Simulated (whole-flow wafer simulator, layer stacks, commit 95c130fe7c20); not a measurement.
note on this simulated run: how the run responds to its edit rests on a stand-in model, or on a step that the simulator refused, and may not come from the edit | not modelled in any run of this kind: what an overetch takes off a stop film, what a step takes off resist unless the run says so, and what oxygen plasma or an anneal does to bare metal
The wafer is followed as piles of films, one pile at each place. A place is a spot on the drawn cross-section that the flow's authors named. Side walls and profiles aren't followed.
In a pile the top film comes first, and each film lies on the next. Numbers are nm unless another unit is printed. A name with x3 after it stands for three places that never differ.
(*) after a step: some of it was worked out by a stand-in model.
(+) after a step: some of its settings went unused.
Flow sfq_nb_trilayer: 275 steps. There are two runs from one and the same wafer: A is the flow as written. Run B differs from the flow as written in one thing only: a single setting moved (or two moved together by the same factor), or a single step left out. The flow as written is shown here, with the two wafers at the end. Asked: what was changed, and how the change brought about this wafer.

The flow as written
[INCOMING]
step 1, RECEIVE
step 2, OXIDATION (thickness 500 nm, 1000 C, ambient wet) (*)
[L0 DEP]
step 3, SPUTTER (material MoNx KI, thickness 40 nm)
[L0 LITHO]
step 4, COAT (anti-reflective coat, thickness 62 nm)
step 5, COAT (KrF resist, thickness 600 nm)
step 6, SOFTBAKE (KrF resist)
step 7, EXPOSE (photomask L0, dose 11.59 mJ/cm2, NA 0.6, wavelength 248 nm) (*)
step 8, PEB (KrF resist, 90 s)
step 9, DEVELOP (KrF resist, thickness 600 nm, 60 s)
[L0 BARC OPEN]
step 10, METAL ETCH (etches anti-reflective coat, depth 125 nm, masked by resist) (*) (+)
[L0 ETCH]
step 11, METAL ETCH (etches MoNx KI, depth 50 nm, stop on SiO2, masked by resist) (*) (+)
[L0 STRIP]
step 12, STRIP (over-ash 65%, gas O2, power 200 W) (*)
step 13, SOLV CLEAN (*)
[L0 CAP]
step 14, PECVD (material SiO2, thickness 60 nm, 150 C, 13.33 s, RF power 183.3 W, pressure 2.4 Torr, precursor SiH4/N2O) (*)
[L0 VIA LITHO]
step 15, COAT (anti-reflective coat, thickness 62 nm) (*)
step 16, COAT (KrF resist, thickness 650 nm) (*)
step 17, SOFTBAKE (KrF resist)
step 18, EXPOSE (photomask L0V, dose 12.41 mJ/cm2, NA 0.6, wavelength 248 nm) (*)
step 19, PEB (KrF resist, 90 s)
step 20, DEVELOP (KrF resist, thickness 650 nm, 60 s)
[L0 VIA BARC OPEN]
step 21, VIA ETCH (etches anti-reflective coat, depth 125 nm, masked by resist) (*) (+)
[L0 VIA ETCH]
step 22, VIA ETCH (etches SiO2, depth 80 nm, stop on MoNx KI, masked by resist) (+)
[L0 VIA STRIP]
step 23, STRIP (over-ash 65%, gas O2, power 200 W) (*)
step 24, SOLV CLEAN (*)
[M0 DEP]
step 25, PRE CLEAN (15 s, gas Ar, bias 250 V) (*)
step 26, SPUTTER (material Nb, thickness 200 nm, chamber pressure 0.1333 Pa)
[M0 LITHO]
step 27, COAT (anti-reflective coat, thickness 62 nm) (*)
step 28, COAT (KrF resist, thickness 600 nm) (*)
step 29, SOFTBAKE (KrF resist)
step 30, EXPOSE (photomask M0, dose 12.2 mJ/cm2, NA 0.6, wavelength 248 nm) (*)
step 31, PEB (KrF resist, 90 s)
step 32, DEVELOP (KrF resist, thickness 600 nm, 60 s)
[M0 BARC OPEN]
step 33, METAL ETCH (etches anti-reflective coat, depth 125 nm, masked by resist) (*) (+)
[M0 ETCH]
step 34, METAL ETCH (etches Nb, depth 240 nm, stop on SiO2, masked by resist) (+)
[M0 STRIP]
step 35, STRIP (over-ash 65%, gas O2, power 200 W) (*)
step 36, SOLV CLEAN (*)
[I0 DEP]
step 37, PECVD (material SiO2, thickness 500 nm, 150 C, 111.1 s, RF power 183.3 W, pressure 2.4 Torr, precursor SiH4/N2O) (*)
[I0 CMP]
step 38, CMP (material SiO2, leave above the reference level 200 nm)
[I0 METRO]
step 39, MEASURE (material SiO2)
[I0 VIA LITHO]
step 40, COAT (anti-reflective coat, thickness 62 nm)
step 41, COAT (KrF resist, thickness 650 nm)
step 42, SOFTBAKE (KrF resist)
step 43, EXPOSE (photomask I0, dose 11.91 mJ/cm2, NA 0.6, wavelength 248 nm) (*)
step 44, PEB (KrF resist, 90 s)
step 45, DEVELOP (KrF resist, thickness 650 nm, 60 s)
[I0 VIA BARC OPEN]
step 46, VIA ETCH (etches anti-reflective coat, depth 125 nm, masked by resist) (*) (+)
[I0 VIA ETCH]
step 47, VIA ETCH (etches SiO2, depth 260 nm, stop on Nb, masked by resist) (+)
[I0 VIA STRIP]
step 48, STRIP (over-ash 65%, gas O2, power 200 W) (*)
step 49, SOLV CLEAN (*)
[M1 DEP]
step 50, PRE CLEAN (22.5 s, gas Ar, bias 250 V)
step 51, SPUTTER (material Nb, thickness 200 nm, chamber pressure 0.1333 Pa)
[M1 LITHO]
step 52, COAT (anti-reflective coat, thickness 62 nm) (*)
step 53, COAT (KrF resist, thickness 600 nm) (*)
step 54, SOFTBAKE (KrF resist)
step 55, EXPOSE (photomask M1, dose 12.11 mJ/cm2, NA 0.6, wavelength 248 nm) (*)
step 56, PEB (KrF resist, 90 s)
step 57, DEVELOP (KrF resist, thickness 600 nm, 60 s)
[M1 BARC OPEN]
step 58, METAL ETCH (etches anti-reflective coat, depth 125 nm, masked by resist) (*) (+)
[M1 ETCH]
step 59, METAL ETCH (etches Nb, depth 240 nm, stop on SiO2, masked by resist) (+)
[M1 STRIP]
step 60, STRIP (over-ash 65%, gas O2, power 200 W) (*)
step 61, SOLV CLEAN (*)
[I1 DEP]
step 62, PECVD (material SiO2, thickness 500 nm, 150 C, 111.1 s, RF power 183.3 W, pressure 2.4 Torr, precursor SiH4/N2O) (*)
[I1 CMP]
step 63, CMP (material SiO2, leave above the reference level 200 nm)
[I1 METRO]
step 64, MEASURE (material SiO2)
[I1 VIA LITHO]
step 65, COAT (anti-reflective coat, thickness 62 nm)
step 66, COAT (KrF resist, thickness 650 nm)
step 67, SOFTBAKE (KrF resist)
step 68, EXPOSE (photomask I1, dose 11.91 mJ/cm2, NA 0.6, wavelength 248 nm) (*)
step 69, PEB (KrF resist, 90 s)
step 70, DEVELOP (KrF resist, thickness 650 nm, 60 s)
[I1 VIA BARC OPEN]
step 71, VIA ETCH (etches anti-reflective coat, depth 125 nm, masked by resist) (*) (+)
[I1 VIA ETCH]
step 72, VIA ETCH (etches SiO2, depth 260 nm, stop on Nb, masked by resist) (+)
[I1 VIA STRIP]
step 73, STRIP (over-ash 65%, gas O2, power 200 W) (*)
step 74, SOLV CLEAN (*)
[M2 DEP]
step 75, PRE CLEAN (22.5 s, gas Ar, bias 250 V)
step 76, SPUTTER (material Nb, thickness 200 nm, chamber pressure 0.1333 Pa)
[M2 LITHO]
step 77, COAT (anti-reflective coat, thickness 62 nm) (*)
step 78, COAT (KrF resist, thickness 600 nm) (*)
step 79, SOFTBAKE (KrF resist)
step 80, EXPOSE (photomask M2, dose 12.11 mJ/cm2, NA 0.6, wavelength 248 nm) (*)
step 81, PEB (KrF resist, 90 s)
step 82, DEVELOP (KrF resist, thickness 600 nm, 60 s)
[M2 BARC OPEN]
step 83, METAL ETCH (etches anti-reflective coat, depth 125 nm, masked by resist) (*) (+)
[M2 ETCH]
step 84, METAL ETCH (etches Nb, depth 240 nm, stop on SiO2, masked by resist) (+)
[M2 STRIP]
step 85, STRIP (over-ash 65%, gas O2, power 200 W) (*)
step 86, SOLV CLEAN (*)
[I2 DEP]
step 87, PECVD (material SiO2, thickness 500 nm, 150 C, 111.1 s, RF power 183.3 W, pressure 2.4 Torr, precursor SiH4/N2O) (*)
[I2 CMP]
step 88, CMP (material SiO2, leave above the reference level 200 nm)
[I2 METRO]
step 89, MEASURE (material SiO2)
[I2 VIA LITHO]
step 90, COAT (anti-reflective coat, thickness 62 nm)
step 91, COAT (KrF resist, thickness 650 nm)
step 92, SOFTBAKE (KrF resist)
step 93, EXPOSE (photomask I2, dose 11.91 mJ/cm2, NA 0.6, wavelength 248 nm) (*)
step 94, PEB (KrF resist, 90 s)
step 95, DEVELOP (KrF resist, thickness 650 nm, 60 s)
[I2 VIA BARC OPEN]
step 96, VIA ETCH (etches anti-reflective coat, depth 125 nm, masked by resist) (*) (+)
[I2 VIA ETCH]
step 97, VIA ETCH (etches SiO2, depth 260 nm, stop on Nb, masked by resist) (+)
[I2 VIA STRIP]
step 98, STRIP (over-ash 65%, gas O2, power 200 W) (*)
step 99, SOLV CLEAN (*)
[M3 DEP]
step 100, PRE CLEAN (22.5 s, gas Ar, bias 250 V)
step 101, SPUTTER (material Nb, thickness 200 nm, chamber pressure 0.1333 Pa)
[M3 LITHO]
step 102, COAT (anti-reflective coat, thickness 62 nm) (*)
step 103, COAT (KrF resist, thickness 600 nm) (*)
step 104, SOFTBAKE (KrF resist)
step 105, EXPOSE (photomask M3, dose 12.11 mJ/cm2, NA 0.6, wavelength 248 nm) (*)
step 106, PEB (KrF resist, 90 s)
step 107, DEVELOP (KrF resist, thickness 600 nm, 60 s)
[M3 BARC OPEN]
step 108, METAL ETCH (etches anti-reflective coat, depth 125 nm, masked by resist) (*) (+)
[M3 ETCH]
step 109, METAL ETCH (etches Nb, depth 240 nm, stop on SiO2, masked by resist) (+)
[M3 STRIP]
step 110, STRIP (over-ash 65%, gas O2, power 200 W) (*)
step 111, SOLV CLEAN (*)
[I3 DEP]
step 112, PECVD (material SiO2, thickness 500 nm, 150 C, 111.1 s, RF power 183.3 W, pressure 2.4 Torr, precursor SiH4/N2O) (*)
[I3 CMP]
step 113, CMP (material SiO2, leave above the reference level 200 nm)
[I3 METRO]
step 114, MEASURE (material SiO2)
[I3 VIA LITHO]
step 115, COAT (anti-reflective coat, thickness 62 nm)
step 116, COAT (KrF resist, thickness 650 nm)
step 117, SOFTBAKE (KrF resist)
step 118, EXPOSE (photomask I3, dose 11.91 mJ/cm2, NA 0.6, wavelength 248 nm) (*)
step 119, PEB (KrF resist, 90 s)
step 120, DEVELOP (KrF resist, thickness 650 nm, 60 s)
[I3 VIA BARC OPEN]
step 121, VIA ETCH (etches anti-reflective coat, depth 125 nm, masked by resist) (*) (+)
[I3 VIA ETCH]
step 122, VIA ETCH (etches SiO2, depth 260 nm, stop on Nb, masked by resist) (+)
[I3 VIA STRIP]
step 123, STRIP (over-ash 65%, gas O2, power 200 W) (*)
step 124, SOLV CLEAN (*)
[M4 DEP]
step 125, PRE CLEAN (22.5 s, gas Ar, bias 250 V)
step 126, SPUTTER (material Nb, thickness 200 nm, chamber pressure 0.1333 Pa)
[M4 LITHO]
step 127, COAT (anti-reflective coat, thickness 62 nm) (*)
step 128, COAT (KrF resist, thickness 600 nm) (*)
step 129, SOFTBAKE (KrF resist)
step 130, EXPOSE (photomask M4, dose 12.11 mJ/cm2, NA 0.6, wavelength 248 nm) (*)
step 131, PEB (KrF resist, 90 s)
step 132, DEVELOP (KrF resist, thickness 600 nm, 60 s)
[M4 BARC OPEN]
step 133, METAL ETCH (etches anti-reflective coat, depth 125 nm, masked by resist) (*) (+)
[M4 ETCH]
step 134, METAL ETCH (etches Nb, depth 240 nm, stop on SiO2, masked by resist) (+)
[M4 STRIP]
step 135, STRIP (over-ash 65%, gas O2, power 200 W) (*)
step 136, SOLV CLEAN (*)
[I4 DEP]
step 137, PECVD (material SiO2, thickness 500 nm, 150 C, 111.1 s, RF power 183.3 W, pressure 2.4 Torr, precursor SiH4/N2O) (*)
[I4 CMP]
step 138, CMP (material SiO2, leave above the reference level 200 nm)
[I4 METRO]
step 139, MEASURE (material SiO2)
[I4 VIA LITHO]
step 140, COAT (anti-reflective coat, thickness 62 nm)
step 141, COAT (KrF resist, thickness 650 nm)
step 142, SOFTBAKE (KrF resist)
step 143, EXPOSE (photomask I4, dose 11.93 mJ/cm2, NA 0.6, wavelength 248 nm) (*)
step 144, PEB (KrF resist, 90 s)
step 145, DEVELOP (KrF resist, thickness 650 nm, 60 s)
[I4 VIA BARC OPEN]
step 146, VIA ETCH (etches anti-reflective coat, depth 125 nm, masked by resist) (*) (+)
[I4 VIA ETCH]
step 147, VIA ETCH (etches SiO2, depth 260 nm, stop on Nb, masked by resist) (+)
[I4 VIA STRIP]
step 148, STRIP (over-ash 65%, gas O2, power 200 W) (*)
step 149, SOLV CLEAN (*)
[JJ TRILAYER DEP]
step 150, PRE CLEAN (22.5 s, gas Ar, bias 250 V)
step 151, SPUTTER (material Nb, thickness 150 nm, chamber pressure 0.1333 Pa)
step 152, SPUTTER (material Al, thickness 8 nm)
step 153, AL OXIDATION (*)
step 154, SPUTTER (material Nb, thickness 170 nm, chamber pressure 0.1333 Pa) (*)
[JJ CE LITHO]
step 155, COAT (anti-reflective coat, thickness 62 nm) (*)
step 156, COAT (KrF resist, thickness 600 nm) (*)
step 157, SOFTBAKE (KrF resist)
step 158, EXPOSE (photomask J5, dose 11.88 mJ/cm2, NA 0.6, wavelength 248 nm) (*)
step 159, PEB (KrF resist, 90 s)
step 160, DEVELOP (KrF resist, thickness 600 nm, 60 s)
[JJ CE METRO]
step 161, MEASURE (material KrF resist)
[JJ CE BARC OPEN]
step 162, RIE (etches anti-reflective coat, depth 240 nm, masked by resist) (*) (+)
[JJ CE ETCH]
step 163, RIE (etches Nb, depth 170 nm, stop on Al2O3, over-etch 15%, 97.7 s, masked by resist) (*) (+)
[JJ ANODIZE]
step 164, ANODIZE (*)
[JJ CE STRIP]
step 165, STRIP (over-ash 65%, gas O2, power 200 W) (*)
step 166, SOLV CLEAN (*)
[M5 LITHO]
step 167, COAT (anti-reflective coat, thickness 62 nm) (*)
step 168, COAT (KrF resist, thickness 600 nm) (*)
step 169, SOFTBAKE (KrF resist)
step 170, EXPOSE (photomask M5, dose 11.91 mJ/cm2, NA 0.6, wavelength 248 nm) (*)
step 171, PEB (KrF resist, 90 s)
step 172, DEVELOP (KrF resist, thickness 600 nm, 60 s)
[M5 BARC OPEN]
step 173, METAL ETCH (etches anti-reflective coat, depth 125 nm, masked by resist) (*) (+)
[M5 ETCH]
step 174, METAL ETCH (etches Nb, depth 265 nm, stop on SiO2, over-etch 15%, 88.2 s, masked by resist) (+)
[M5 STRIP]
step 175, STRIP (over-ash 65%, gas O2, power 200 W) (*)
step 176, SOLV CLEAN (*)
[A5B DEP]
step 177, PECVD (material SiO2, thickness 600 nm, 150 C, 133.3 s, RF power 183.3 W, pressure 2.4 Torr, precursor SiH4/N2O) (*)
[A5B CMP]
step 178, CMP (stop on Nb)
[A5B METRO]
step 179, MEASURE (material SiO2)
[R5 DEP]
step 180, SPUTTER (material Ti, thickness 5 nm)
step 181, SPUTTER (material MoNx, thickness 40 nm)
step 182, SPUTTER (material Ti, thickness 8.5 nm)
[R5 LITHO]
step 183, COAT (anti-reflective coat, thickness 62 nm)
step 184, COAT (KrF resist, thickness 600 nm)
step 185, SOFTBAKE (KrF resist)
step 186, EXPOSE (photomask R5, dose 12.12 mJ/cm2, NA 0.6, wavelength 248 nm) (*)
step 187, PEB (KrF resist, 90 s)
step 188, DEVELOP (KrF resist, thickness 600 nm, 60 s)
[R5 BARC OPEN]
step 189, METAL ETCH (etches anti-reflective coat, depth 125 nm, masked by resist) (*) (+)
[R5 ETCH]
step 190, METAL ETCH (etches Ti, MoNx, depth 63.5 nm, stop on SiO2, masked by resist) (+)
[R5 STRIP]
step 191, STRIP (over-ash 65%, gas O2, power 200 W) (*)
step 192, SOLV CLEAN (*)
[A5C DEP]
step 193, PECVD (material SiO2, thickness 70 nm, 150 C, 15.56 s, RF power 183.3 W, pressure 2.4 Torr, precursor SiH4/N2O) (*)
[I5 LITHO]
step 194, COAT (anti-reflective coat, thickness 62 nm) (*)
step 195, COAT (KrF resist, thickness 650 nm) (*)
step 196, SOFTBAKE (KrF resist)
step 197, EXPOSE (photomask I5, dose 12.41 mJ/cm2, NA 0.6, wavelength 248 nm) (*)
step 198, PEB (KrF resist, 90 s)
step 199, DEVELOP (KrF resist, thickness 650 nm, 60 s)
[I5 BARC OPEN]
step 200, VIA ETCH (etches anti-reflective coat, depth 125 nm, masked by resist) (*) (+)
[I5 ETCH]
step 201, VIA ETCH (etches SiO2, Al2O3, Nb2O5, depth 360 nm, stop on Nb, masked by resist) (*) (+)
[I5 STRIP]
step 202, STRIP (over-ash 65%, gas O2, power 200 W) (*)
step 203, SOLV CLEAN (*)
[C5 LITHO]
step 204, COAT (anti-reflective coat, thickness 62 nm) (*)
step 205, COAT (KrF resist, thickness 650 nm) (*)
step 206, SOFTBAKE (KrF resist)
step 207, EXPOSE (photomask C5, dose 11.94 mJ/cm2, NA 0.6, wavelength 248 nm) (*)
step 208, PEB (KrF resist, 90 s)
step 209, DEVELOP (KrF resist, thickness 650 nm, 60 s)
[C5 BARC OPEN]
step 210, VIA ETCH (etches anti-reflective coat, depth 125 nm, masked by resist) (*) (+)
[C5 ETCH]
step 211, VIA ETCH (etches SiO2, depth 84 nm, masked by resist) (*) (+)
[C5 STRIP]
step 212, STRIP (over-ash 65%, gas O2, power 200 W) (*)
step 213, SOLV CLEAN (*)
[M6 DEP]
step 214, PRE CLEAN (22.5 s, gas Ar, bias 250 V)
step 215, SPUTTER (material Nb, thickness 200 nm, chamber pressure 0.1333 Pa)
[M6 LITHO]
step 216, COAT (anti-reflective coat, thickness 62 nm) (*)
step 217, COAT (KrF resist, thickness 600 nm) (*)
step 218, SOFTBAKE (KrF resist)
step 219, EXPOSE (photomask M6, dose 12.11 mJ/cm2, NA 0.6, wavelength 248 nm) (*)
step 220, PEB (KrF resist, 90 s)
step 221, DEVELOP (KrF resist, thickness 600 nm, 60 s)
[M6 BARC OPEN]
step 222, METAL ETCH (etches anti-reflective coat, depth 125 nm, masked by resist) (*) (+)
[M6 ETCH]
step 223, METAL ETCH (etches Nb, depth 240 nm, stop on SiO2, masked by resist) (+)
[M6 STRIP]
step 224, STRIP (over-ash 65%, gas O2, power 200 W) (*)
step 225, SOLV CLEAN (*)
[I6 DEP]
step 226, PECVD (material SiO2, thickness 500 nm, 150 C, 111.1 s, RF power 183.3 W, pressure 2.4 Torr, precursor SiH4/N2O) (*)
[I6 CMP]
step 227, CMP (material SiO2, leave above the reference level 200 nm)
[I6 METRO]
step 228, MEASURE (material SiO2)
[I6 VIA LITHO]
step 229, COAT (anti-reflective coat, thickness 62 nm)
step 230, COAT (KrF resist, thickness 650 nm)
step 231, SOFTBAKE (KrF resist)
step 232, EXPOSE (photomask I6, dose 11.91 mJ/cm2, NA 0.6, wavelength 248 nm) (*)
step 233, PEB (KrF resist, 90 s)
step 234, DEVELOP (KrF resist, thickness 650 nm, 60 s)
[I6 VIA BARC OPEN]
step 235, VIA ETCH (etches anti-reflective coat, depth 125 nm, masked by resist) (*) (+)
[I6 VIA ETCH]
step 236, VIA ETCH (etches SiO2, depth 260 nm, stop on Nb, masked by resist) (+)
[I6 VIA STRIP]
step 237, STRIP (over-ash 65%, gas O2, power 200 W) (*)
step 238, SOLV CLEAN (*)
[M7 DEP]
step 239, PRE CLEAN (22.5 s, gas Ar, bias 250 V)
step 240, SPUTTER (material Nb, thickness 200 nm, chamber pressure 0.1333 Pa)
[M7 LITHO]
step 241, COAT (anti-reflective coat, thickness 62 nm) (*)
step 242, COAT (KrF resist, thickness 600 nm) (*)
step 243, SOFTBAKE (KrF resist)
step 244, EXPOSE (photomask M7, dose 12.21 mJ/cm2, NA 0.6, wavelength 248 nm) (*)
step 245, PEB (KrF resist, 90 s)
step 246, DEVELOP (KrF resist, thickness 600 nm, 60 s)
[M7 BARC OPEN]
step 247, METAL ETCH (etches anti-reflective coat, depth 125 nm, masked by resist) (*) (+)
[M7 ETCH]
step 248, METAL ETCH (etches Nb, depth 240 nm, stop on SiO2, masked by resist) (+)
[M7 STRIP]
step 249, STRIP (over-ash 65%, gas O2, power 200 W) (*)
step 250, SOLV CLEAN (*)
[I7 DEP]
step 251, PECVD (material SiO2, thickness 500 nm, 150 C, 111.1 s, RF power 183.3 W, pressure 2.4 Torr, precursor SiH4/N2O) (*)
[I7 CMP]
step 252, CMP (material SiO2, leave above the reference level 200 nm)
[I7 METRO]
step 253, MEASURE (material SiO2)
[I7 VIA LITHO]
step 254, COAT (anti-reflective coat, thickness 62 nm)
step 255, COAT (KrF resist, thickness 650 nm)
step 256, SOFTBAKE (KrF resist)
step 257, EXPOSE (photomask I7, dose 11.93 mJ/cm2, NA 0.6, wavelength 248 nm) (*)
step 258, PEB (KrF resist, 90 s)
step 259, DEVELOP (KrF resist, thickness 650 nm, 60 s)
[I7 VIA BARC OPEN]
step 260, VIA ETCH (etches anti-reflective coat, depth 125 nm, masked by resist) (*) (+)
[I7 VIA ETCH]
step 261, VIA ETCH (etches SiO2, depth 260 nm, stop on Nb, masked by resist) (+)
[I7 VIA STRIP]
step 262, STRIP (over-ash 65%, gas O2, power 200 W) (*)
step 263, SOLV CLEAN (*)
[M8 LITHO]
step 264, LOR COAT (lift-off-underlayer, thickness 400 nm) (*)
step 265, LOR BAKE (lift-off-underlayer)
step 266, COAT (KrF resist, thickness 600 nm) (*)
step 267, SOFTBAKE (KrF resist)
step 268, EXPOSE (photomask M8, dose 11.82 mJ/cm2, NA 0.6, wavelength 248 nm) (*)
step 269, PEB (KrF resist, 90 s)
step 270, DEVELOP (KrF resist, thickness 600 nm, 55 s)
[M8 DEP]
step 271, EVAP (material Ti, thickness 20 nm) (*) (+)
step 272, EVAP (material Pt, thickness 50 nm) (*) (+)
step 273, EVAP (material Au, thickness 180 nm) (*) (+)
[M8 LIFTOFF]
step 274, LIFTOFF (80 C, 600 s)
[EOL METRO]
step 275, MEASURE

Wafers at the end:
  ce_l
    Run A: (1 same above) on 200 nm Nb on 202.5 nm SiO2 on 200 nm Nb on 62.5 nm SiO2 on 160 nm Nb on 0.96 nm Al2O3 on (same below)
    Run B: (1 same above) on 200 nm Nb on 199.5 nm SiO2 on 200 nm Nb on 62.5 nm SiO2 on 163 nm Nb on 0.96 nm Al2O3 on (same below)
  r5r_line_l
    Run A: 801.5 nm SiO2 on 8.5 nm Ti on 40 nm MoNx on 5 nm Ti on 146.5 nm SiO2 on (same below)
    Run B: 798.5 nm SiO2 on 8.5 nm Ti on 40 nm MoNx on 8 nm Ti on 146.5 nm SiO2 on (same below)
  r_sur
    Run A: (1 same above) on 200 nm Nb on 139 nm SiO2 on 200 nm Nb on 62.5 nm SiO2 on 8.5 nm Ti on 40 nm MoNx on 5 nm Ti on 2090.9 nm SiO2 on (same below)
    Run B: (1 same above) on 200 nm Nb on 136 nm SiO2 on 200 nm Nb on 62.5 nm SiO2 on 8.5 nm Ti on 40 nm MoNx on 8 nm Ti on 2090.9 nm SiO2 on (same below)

The reason: step 180, SPUTTER: thickness 8 nm was run, though the flow has thickness 5 nm.
One can read it off the wafer: r5r_line_l has Ti 8, and step 180 as written asks for 5 nm.

How this came from the change, step by step:
  step 180, SPUTTER (material Ti, thickness 5 nm)
      field_l, v_sur, via_wl and 103 more: A +5 Ti (new film) | B +8 Ti (new film)
  step 190, METAL ETCH (etches Ti, MoNx, depth 63.5 nm, stop on SiO2, masked by resist) (+)
      field_l, v_sur, via_wl and 92 more: A -8.5 Ti (all of it), -40 MoNx (all of it), -5 Ti (all of it) | B -8.5 Ti (all of it), -40 MoNx (all of it), -8 Ti (all of it)
      ce_l, c5j, ce_r, wl_jj: A -8.5 Ti (all of it), -40 MoNx (all of it), -5 Ti (all of it), -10 Nb | B -8.5 Ti (all of it), -40 MoNx (all of it), -8 Ti (all of it), -7 Nb
  step 194, COAT (anti-reflective coat, thickness 62 nm) (*)
      ce_l: A +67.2 anti-reflective coat (new film) | B +65.8 anti-reflective coat (new film)
      ce_r: A +68.1 anti-reflective coat (new film) | B +66.7 anti-reflective coat (new film)
  step 202, STRIP (over-ash 65%, gas O2, power 200 W) (*)
      ce_l: A -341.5 KrF resist (all of it), -67.2 anti-reflective coat (all of it) | B -340.7 KrF resist (all of it), -65.8 anti-reflective coat (all of it)
      ce_r: A -346.1 KrF resist (all of it), -68.1 anti-reflective coat (all of it) | B -345.6 KrF resist (all of it), -66.7 anti-reflective coat (all of it)
  step 204, COAT (anti-reflective coat, thickness 62 nm) (*)
      ce_r: A +67.2 anti-reflective coat (new film) | B +65.7 anti-reflective coat (new film)
  step 212, STRIP (over-ash 65%, gas O2, power 200 W) (*)
      ce_r: A -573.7 KrF resist (all of it), -67.2 anti-reflective coat (all of it) | B -573.6 KrF resist (all of it), -65.7 anti-reflective coat (all of it)
  step 216, COAT (anti-reflective coat, thickness 62 nm) (*)
      sp_r: A +65.9 anti-reflective coat (new film) | B +67.4 anti-reflective coat (new film)
  step 224, STRIP (over-ash 65%, gas O2, power 200 W) (*)
      sp_r: A -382 KrF resist (all of it), -65.9 anti-reflective coat (all of it) | B -381.9 KrF resist (all of it), -67.4 anti-reflective coat (all of it)
